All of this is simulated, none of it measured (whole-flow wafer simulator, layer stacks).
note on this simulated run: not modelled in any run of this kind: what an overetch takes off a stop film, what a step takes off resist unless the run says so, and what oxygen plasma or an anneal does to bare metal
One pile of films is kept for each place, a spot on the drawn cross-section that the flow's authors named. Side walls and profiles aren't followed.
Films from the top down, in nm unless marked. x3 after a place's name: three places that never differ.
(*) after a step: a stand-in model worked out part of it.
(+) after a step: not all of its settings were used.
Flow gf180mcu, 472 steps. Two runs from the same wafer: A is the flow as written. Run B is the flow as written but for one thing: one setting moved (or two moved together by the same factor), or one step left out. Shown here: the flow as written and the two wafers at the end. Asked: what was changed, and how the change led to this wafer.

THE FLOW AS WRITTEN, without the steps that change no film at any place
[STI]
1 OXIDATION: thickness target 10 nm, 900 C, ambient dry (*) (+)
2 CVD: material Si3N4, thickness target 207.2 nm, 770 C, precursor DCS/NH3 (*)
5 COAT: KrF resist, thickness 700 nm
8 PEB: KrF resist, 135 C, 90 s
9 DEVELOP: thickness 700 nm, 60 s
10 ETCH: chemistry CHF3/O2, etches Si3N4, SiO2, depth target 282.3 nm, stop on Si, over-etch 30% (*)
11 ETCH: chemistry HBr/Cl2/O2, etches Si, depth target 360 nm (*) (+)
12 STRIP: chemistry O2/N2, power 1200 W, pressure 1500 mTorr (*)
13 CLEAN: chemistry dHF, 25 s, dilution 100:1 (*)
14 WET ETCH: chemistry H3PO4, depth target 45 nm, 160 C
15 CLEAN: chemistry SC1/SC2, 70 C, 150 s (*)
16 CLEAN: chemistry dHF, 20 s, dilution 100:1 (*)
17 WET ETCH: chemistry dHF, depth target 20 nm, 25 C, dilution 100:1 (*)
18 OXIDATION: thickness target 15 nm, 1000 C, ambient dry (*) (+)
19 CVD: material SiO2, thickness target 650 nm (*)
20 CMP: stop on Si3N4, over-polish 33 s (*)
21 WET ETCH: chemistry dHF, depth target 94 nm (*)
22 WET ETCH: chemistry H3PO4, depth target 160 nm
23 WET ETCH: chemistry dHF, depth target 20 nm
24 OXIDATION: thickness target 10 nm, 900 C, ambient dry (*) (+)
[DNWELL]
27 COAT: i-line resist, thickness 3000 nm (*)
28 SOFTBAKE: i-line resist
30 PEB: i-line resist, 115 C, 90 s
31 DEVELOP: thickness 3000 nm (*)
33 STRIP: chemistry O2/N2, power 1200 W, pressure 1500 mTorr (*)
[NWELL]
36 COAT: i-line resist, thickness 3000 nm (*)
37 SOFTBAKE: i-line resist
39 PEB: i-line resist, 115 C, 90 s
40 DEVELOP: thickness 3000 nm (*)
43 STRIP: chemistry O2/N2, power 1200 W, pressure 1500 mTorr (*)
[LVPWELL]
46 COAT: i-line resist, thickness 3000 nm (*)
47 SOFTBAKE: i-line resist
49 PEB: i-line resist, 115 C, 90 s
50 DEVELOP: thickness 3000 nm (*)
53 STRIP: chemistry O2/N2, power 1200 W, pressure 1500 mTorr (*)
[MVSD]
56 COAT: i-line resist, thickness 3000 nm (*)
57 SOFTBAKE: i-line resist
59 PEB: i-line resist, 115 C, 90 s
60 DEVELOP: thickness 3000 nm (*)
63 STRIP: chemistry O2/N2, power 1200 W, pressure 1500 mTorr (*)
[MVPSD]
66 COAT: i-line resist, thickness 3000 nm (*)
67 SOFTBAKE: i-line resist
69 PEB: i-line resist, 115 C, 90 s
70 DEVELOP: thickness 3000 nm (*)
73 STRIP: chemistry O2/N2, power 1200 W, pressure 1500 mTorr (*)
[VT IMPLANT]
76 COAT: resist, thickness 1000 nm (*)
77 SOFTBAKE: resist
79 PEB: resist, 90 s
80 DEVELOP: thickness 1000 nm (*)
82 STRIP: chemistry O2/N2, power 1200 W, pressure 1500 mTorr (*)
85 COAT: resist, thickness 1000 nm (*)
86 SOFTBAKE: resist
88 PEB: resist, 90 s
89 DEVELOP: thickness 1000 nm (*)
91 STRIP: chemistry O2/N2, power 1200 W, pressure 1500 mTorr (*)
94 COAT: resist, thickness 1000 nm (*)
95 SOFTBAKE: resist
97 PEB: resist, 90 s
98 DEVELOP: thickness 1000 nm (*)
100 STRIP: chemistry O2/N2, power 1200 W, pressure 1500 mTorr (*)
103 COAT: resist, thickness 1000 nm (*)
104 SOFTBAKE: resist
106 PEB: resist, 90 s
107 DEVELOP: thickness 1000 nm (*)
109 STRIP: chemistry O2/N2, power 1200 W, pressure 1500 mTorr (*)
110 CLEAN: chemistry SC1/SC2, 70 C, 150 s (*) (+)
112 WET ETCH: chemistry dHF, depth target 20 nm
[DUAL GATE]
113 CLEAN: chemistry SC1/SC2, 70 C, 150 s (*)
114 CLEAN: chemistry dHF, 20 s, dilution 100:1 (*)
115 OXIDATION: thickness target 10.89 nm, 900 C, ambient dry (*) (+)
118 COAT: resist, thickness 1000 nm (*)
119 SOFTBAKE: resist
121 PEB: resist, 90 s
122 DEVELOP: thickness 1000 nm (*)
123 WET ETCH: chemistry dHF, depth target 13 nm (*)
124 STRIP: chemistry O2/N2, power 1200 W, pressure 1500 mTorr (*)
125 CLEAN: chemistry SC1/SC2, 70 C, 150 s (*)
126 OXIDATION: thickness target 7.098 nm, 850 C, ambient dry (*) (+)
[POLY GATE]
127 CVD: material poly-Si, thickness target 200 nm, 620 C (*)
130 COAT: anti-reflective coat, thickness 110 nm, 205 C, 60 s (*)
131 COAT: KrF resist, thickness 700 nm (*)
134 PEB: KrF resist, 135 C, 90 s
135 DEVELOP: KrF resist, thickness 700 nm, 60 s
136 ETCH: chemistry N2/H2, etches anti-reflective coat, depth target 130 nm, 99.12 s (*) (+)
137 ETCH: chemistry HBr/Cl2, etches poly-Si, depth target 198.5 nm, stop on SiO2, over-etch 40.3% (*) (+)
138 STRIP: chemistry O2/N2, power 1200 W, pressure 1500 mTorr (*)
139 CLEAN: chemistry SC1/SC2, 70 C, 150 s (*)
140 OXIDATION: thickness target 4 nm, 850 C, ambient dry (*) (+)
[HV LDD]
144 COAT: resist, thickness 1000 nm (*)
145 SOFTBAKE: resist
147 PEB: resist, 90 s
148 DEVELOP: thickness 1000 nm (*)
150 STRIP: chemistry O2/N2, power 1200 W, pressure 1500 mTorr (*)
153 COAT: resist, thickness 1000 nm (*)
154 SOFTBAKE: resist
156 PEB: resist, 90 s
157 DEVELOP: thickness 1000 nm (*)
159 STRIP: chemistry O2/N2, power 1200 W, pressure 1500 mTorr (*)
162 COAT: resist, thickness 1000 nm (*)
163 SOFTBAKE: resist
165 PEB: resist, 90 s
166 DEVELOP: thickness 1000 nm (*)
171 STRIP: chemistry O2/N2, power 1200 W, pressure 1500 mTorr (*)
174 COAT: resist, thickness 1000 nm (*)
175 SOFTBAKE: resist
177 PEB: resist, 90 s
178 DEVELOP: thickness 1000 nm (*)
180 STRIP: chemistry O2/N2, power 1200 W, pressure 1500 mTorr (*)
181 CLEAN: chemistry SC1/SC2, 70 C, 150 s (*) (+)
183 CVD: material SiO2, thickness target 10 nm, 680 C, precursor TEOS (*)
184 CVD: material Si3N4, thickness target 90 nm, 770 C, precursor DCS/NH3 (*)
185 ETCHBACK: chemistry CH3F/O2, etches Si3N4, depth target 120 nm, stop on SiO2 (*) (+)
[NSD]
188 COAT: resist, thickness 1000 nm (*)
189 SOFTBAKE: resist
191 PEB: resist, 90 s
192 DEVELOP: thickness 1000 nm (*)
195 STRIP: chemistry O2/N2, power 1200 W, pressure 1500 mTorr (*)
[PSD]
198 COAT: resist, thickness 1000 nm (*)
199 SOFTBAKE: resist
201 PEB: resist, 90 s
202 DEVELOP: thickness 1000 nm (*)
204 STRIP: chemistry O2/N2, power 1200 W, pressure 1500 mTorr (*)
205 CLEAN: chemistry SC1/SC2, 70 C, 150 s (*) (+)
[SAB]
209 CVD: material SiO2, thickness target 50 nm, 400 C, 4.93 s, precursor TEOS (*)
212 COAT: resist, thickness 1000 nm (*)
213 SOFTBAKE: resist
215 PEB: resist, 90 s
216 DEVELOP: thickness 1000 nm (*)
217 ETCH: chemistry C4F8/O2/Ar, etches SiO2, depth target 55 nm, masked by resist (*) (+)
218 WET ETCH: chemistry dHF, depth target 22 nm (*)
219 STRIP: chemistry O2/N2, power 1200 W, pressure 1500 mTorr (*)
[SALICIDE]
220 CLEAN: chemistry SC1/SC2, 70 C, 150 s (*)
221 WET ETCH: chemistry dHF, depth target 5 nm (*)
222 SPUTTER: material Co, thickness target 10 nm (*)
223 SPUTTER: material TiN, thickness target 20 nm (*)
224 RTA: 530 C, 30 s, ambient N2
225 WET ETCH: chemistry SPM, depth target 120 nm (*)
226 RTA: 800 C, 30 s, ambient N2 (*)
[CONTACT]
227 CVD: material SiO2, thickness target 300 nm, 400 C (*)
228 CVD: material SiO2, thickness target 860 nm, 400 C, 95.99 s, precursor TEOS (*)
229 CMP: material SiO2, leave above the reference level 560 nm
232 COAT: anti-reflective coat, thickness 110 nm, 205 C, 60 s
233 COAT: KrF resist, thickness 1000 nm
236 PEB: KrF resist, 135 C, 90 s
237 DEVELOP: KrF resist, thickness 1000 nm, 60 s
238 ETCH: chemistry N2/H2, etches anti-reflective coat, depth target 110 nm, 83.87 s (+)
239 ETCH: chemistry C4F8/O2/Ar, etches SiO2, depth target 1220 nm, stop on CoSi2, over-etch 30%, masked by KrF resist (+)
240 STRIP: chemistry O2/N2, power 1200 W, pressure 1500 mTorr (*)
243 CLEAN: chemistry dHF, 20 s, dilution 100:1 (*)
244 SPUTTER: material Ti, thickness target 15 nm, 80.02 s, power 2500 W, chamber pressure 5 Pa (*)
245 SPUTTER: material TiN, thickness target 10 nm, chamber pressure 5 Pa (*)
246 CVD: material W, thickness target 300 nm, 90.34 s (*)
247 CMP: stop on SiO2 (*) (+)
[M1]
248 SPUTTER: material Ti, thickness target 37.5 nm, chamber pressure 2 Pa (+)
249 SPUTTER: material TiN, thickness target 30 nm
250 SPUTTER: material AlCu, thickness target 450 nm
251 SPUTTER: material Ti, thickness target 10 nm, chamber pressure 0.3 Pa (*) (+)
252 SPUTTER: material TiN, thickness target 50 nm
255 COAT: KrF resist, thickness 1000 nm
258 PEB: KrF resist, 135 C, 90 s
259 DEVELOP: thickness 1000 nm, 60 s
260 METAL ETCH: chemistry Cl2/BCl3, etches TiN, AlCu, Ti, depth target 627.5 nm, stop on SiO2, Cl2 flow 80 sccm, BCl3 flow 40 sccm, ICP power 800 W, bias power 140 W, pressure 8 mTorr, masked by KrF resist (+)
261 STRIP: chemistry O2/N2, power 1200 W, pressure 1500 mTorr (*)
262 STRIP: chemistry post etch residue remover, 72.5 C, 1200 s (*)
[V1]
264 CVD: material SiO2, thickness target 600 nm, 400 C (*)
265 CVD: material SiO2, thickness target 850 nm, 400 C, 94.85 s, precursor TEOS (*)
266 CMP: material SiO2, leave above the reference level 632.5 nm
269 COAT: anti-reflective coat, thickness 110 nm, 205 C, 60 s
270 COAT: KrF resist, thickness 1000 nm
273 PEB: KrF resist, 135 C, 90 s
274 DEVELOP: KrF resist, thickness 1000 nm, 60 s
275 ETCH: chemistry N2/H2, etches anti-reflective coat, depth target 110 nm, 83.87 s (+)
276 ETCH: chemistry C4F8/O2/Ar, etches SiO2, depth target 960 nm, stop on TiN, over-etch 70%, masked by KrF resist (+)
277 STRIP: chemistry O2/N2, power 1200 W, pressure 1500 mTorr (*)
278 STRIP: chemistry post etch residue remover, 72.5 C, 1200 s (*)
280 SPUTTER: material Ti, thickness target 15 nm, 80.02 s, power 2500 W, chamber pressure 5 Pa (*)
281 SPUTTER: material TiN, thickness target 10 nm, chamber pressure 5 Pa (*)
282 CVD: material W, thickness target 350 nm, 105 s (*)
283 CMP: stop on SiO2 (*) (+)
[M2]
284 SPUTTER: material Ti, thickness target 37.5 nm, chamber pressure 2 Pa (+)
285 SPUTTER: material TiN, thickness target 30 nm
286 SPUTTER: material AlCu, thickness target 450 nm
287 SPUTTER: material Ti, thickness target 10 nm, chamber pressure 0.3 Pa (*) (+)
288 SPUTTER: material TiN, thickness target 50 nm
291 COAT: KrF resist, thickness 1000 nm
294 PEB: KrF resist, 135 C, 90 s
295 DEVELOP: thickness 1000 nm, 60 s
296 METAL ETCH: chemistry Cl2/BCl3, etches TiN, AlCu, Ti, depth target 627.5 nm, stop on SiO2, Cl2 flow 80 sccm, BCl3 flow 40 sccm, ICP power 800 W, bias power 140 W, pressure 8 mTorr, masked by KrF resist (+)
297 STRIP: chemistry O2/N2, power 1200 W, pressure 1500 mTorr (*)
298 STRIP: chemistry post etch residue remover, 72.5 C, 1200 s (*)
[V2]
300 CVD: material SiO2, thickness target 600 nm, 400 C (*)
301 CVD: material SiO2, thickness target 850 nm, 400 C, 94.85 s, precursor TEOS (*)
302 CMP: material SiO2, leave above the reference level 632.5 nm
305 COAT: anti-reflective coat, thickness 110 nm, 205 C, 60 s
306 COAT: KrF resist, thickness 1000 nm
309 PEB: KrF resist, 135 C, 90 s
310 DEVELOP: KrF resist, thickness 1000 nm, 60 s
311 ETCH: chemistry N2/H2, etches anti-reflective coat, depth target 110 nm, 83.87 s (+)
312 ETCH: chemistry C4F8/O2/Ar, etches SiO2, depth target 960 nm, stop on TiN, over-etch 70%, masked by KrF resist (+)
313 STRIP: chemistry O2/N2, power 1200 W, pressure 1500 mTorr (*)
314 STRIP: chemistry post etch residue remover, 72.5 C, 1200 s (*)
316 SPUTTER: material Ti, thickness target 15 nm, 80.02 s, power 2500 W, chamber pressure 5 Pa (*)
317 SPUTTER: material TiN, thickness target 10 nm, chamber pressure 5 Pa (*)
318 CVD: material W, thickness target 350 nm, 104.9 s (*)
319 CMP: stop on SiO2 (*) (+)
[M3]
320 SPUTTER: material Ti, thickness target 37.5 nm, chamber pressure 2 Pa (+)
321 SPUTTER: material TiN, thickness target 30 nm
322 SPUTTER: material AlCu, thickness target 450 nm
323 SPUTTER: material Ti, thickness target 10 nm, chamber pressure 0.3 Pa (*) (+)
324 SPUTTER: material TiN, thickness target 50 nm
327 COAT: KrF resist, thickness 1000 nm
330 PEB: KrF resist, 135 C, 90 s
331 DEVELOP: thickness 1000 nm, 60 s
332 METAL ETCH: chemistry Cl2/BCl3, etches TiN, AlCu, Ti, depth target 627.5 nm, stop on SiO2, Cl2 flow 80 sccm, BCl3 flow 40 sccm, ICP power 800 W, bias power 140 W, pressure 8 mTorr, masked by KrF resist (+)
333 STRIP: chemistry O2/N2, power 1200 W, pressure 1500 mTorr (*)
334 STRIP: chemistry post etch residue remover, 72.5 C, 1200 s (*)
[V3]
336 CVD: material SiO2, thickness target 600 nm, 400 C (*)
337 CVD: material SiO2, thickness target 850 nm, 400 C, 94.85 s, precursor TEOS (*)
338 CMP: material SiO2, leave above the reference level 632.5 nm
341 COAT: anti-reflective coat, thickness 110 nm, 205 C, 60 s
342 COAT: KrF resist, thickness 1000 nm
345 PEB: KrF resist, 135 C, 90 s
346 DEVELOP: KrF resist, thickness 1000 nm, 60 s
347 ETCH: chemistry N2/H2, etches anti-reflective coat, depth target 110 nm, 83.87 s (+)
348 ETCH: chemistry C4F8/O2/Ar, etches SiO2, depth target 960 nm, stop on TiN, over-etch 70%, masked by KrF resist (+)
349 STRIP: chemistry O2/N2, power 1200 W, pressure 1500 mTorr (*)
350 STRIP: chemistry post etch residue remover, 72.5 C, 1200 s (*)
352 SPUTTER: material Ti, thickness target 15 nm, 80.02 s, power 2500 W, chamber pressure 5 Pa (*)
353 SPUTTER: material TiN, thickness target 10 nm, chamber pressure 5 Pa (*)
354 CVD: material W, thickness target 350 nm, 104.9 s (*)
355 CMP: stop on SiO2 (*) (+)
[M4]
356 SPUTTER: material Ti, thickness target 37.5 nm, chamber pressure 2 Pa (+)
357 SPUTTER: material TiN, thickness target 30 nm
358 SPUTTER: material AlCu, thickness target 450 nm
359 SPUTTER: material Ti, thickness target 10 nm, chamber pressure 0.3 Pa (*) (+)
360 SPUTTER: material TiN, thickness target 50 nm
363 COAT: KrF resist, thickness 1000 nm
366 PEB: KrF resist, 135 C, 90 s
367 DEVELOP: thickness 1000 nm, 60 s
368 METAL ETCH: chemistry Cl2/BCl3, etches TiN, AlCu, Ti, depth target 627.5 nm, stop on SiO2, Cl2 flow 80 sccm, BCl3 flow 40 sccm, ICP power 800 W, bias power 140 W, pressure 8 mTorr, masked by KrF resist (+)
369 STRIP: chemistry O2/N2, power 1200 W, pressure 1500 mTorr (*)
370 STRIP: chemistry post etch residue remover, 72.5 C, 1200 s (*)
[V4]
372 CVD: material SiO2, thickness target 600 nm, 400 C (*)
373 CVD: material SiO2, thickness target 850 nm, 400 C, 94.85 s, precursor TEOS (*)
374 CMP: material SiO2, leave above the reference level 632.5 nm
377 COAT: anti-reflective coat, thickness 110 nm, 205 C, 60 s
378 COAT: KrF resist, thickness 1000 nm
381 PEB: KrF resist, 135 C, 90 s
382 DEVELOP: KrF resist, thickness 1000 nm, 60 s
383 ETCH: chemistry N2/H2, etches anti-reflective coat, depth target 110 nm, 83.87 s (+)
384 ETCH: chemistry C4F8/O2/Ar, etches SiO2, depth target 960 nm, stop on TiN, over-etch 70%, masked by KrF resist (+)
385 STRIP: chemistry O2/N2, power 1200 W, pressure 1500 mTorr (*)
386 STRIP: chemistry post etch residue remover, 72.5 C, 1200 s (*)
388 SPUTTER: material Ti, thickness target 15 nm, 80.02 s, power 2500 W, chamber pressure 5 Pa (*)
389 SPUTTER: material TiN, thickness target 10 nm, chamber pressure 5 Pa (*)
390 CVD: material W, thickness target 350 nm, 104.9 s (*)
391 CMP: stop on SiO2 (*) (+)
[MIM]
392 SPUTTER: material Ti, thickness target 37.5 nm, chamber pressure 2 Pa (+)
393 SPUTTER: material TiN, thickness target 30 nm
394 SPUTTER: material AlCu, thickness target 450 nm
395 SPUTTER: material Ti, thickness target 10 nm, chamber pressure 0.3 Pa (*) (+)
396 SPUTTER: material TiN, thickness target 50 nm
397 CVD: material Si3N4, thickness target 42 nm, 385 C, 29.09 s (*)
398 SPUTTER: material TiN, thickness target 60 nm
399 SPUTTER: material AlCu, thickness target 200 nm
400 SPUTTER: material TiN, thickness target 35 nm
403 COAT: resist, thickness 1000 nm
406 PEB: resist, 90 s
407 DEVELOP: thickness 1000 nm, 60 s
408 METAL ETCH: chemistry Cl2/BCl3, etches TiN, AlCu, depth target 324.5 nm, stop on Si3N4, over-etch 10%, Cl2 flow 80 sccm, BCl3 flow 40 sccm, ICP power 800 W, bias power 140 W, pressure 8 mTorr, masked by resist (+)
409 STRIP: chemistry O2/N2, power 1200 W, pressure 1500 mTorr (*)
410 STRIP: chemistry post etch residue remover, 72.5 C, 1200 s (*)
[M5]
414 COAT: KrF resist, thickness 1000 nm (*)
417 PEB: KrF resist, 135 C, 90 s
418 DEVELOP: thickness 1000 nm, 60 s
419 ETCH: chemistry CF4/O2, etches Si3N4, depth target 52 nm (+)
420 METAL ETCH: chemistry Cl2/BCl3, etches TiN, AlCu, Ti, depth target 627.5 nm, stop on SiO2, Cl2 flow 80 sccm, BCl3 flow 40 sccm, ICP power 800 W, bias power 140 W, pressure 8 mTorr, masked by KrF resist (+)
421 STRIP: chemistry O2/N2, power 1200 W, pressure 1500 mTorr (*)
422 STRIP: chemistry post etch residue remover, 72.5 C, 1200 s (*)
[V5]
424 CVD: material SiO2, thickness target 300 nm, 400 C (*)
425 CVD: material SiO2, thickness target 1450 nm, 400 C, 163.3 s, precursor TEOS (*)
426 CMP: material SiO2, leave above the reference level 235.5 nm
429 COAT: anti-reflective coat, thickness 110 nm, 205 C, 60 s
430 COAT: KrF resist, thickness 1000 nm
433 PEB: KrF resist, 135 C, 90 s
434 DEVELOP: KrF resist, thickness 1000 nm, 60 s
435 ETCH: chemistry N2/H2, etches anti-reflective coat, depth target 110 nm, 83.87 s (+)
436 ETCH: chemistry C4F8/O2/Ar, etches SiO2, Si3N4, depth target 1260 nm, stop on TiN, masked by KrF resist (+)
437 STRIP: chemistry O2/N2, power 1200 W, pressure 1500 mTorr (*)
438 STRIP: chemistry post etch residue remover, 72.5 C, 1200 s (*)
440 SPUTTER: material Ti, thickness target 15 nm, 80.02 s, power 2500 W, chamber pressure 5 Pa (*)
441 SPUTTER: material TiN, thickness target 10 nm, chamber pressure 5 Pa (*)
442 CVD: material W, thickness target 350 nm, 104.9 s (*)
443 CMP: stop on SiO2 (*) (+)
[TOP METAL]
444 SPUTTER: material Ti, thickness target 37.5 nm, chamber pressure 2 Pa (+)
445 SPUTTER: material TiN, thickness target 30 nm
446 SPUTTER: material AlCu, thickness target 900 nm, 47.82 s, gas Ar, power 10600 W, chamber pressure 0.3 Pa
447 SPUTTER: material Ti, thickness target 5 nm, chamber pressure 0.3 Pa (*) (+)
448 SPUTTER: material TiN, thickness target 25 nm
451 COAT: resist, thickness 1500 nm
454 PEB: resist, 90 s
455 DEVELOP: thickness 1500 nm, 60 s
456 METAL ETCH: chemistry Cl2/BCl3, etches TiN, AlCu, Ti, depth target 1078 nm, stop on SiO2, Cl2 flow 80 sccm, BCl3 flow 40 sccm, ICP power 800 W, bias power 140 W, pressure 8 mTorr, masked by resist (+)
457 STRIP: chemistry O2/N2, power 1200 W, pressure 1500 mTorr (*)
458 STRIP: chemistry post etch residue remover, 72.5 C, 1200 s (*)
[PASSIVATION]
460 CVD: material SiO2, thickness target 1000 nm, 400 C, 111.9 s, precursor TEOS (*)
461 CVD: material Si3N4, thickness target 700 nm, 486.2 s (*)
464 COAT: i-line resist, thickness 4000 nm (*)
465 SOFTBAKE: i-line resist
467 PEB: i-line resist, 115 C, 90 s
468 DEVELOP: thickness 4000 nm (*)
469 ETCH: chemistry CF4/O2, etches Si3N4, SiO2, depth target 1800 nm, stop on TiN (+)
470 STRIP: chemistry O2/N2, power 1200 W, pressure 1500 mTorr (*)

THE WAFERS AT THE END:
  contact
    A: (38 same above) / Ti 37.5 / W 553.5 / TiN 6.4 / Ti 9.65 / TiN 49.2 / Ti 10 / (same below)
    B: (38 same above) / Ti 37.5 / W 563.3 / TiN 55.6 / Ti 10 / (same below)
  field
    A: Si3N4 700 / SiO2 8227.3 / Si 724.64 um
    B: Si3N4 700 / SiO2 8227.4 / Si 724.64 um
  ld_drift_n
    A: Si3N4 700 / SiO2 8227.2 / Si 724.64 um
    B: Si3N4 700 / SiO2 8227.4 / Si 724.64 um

The cause: step 280, SPUTTER: material Ti, thickness target 15 nm, 80.02 s, power 2500 W, chamber pressure 5 Pa (*), was left out.

How the change led to this, step by step:
  281 SPUTTER: material TiN, thickness target 10 nm, chamber pressure 5 Pa (*)
      contact: A TiN +6.4 (new film) | B TiN +6.44
  283 CMP: stop on SiO2 (*) (+)
      field, field__w1, field__w2 and 107 more: A W -350 (all of it), TiN -10 (all of it), Ti -15 (all of it), SiO2 -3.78 | B W -350 (all of it), TiN -10 (all of it), SiO2 -3.63
      contact: A W -378.8 | B W -363.6
